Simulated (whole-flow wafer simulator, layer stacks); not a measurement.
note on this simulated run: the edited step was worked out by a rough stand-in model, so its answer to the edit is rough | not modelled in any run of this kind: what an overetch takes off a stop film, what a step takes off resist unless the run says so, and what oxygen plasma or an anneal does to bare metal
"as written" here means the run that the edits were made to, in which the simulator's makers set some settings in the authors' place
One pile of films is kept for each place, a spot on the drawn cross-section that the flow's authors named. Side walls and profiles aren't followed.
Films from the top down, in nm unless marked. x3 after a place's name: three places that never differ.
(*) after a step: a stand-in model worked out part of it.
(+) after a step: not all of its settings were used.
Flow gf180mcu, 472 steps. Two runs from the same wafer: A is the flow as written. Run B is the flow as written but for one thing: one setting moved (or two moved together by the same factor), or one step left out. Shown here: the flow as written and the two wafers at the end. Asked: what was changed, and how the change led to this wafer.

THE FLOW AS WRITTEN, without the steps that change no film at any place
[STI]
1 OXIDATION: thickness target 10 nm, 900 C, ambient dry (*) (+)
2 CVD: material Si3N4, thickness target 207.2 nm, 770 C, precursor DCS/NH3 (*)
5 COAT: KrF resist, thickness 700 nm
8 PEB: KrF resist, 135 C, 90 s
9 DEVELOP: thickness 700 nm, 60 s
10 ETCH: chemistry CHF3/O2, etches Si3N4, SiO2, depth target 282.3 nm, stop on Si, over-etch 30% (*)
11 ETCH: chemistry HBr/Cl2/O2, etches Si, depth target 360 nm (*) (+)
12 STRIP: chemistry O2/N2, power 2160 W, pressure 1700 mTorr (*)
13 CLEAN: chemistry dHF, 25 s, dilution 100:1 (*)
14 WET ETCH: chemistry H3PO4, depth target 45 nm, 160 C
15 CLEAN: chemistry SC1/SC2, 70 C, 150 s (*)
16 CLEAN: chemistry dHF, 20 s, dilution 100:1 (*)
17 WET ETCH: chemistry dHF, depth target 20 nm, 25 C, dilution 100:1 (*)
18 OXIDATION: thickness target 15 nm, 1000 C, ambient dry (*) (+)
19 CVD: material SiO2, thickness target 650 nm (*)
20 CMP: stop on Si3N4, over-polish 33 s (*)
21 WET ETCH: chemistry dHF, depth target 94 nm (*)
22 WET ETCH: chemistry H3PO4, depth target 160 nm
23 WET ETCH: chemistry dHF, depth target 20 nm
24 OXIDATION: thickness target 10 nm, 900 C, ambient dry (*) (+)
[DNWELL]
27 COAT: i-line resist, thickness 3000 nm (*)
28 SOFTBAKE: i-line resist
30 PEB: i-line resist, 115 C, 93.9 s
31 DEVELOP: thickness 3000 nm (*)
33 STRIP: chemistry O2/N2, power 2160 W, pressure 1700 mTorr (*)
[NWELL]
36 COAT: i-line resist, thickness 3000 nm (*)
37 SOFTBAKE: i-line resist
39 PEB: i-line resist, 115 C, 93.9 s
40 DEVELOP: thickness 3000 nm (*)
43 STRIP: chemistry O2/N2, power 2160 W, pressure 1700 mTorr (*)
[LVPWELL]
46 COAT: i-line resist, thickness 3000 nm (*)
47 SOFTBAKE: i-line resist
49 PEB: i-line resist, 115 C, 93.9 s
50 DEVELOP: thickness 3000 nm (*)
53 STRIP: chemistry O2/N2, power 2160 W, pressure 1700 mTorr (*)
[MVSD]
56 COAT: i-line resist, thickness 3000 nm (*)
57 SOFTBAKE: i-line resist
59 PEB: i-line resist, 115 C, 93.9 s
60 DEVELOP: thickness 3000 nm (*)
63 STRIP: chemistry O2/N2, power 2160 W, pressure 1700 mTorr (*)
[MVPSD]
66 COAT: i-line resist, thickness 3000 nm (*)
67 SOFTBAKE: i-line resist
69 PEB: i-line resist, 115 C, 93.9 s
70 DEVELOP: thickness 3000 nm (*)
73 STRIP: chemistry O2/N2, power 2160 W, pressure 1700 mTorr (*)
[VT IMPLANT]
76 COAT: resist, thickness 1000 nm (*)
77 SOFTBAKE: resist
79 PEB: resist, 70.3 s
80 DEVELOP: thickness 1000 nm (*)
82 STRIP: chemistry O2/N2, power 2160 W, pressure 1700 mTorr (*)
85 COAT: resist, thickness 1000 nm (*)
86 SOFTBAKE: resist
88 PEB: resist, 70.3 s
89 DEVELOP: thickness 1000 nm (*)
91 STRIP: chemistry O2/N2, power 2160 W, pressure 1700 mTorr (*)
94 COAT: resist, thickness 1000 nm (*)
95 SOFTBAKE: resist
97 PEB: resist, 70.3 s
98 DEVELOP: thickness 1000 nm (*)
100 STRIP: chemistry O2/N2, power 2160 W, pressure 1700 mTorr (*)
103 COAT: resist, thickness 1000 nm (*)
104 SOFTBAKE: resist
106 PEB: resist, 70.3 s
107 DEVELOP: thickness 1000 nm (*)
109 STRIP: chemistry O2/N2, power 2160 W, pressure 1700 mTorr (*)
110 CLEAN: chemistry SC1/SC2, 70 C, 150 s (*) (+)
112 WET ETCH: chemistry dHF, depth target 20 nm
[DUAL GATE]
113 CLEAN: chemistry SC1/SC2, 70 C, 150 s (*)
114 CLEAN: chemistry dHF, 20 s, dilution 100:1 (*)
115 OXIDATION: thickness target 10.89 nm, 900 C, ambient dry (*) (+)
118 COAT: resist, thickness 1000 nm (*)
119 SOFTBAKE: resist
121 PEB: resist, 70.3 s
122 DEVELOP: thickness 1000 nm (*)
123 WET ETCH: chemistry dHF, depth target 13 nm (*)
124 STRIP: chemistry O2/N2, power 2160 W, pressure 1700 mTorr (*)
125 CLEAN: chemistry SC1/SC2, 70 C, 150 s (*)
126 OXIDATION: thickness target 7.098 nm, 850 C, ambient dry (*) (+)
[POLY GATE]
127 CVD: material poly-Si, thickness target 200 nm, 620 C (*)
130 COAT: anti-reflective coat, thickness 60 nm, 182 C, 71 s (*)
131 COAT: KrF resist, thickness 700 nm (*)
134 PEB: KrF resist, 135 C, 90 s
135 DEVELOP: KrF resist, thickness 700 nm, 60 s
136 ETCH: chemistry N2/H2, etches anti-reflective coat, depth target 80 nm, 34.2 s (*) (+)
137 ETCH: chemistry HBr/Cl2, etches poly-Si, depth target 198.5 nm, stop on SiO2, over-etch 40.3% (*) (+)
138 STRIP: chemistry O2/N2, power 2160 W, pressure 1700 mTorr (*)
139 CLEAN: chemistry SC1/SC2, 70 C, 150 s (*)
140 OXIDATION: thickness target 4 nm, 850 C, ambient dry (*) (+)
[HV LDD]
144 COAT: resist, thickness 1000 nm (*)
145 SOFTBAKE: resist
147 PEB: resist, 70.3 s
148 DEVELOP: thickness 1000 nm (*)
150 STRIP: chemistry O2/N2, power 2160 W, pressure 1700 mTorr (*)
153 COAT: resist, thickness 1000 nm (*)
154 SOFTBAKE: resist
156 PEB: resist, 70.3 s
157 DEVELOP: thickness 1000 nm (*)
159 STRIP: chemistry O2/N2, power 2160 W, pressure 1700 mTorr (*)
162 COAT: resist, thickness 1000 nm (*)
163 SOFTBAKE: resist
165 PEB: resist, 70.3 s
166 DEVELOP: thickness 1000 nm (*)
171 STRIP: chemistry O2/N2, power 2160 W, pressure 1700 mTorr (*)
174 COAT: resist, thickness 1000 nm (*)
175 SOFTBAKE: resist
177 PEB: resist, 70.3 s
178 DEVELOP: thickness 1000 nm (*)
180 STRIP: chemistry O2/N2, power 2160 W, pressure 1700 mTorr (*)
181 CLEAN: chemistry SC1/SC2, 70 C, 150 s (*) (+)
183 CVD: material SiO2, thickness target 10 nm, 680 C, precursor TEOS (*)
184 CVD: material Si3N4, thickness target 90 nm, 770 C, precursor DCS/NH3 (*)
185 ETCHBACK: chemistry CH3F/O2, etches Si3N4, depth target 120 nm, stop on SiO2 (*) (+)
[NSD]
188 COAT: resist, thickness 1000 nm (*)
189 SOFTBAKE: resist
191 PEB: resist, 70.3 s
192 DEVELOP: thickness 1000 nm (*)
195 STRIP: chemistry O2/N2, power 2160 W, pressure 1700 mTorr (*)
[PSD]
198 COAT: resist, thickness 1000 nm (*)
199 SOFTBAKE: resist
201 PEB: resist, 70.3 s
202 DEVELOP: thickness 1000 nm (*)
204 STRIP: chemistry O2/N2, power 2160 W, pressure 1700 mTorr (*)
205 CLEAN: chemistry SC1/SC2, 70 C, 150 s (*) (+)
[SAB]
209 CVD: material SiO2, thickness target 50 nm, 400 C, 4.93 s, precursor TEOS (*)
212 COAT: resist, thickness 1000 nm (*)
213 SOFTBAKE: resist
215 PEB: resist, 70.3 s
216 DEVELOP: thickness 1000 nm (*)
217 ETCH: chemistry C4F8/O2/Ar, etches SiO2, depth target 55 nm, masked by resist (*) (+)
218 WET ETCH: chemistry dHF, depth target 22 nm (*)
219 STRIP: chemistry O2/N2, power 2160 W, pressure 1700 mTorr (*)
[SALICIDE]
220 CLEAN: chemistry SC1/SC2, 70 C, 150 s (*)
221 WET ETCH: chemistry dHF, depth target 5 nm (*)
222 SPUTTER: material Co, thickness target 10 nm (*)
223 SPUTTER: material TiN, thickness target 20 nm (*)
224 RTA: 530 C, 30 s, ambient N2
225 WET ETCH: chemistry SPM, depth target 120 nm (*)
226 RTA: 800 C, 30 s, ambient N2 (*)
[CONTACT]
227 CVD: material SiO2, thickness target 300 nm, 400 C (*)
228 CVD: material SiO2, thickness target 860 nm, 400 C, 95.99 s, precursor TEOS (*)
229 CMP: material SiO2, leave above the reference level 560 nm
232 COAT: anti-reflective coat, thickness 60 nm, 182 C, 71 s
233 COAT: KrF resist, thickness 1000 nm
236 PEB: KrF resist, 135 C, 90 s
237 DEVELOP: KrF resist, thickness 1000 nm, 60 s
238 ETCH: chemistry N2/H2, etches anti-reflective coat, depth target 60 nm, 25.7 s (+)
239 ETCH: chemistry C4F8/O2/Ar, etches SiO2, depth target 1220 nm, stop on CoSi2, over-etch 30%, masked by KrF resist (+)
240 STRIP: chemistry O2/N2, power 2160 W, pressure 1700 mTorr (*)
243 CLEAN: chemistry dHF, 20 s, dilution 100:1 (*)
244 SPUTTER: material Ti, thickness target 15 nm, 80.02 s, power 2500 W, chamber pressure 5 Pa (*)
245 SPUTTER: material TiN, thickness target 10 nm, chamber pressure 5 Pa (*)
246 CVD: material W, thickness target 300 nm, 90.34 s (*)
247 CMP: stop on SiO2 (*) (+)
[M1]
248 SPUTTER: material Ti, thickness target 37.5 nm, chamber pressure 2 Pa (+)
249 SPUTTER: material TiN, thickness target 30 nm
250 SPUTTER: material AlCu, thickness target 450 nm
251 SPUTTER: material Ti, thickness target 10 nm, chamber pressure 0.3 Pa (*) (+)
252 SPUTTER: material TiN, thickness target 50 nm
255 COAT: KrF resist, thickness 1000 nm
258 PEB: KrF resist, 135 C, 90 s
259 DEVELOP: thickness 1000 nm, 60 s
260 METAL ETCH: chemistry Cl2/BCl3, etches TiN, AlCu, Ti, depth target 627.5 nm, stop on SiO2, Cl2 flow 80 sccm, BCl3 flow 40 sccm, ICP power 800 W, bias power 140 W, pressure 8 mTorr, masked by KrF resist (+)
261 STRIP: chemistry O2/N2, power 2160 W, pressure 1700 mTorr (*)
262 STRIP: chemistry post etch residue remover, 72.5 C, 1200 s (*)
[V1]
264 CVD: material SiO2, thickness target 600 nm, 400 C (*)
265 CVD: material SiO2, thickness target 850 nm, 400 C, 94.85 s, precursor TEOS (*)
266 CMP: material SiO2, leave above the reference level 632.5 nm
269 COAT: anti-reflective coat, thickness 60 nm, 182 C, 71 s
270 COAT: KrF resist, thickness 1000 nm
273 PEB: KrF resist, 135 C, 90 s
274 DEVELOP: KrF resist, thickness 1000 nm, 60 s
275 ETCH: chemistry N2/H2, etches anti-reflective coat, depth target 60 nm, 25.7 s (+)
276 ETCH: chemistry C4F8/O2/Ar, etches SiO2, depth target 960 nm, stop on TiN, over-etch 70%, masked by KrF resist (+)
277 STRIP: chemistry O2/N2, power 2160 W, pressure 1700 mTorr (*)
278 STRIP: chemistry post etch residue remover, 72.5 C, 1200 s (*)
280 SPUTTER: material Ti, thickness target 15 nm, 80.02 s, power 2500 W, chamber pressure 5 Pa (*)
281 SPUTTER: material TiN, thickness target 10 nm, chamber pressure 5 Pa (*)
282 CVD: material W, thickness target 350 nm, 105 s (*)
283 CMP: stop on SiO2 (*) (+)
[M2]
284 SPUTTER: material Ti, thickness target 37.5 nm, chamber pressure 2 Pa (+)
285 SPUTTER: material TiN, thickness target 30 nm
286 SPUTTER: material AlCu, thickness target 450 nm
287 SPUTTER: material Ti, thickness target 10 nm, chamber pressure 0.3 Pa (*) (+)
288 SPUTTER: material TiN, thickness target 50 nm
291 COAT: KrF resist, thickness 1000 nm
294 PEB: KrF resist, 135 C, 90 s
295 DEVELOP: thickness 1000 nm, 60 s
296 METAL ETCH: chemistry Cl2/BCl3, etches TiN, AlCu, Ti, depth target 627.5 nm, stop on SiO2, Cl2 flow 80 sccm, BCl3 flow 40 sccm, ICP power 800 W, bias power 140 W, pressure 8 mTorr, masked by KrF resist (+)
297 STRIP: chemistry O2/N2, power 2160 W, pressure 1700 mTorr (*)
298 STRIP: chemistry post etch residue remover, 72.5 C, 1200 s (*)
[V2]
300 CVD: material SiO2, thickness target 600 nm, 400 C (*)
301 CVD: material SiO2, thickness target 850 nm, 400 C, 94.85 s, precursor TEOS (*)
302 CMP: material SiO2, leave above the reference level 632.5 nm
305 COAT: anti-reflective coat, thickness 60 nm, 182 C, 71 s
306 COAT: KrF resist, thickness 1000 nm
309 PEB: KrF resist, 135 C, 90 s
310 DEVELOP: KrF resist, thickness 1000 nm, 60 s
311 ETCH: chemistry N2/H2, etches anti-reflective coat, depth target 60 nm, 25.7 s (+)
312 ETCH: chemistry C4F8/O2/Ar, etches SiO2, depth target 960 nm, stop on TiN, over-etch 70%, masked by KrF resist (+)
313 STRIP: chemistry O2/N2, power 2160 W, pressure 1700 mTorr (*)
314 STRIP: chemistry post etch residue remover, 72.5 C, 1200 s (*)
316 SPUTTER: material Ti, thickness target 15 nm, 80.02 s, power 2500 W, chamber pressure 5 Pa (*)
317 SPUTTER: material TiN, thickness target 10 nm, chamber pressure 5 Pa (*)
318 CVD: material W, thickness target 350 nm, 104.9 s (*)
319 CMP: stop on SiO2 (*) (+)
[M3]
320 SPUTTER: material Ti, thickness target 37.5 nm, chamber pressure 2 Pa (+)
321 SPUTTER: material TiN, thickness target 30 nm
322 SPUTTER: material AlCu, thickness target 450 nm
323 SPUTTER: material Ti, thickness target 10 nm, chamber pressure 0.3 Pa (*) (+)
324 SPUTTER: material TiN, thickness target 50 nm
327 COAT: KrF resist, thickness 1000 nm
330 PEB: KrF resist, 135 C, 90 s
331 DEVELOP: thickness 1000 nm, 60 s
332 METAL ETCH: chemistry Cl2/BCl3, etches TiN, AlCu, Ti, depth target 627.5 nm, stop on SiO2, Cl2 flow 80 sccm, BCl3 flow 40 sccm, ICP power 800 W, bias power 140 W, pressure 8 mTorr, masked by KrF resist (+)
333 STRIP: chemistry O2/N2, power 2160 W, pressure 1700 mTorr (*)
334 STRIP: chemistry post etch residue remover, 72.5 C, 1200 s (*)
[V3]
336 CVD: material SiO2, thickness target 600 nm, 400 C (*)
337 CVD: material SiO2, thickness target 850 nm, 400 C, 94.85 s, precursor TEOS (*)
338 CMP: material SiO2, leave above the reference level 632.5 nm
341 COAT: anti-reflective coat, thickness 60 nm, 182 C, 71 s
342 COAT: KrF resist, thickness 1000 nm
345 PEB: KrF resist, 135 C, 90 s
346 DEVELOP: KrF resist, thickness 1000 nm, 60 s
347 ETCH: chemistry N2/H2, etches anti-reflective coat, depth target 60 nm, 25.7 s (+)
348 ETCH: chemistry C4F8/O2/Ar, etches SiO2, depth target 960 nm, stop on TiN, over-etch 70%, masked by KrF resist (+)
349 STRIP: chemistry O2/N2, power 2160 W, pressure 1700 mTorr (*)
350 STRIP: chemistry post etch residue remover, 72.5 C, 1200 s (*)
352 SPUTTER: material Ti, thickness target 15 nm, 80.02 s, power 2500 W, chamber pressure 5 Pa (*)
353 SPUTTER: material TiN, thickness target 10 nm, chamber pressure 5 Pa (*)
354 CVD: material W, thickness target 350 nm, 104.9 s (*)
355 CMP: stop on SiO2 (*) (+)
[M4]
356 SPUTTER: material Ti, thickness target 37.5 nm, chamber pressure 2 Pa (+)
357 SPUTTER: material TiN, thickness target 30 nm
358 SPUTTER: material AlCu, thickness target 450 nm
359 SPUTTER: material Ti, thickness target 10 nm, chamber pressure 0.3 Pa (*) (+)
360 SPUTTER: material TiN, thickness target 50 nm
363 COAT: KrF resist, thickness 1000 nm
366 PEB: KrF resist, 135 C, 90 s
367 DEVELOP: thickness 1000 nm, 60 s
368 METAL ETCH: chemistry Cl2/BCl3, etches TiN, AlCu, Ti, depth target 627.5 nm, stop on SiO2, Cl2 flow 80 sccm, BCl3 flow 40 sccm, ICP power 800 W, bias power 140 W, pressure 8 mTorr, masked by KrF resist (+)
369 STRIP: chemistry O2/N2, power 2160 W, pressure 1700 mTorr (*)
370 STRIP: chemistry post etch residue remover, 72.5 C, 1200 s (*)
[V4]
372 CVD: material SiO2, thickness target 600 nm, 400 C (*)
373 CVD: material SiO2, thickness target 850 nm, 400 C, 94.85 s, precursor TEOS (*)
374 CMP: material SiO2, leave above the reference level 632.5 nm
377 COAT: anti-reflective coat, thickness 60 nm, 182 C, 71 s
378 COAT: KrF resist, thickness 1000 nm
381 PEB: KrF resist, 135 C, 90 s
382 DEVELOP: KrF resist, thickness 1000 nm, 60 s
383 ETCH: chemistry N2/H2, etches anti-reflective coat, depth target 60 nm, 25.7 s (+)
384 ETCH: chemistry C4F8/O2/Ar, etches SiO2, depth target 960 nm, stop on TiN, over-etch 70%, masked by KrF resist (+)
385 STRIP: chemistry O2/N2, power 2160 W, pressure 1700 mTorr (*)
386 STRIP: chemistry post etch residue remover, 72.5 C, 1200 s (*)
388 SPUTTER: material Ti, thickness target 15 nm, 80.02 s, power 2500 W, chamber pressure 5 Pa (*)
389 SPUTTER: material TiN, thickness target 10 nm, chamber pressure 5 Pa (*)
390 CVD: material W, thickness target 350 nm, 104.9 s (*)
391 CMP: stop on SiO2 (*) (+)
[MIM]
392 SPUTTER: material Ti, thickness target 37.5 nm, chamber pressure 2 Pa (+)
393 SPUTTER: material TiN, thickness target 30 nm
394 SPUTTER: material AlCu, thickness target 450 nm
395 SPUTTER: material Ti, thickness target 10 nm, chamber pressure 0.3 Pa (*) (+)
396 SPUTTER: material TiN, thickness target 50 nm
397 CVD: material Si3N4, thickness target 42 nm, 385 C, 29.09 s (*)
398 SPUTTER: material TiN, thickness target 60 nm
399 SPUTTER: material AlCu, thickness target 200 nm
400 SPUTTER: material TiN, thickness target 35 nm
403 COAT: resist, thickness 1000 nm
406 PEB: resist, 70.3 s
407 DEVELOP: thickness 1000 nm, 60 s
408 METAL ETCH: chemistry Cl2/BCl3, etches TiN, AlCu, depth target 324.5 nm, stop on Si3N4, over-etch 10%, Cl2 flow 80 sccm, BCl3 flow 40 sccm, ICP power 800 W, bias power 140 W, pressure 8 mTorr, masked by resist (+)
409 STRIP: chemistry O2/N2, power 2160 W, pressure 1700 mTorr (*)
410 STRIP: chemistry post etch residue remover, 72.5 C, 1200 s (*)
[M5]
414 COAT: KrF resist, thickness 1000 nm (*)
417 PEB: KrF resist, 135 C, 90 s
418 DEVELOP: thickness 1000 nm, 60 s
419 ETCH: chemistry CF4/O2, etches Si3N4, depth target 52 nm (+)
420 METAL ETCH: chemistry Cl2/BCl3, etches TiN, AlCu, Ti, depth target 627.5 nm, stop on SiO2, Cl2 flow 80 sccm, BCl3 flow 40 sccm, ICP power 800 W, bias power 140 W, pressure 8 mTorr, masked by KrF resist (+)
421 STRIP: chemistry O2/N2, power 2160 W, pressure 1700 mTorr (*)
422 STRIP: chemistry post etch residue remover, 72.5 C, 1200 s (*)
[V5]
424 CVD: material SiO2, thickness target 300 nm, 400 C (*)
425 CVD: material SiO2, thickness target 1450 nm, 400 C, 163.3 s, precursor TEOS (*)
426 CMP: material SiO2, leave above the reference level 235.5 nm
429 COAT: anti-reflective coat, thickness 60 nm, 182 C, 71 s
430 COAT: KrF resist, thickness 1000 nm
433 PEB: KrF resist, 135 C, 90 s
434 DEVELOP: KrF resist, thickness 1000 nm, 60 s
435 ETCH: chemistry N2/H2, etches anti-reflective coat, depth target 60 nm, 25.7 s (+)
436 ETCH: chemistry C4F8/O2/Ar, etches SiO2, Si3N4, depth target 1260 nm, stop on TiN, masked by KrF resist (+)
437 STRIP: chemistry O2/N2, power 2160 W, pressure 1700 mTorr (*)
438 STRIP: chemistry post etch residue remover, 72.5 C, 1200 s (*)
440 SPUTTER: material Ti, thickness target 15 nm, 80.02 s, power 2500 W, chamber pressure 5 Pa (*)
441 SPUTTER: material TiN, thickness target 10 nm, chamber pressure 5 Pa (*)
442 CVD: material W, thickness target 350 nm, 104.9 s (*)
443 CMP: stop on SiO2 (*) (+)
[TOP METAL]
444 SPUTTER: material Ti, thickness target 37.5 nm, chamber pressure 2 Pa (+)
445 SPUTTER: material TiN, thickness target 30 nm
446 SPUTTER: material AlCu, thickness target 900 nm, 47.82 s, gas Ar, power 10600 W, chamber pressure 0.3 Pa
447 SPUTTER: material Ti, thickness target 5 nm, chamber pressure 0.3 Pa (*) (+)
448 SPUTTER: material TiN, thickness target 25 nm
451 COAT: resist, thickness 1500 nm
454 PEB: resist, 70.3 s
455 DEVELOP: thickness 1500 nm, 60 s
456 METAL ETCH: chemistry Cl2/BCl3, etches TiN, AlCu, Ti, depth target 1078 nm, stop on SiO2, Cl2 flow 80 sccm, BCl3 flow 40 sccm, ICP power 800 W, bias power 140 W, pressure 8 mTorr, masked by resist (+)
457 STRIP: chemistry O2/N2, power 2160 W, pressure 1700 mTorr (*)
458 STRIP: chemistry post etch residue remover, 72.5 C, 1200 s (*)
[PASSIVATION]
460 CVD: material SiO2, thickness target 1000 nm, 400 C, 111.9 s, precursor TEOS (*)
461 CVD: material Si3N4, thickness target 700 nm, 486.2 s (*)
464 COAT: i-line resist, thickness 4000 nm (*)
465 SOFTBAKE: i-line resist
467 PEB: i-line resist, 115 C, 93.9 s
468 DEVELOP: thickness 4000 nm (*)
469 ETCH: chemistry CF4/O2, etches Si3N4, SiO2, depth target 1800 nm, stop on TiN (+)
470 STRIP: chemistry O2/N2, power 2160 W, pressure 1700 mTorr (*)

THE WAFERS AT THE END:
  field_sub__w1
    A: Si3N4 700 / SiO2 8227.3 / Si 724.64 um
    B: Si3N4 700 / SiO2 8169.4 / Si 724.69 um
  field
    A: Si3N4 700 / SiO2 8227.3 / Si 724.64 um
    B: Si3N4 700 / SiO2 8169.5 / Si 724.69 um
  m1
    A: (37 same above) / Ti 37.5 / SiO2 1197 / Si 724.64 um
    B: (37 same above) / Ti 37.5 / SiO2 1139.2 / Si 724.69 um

The cause: step 11, ETCH: depth target 302 nm was run, where the flow has depth target 360 nm.

How the change led to this, step by step:
  11 ETCH: chemistry HBr/Cl2/O2, etches Si, depth target 360 nm (*) (+)
      active, n_well, p_well and 40 more: A KrF resist -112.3 | B KrF resist -93
      field, field_sub, sti and 34 more: A Si -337 | B Si -279
  12 STRIP: chemistry O2/N2, power 2160 W, pressure 1700 mTorr (*)
      active, n_well, p_well and 40 more: A KrF resist -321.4 (all of it) | B KrF resist -340.7 (all of it)
  19 CVD: material SiO2, thickness target 650 nm (*)
      m1, ld_fp_n, ld_drift_n and 8 more: A SiO2 +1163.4 | B SiO2 +1105.4
  20 CMP: stop on Si3N4, over-polish 33 s (*)
      sti, mim_1p0, pad and 11 more: A SiO2 -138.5 | B SiO2 -196.5
      nw_enc_fld, nw_enc_fld_lv: A SiO2 -142.5 | B SiO2 -200.5
      (and at 10 more places)
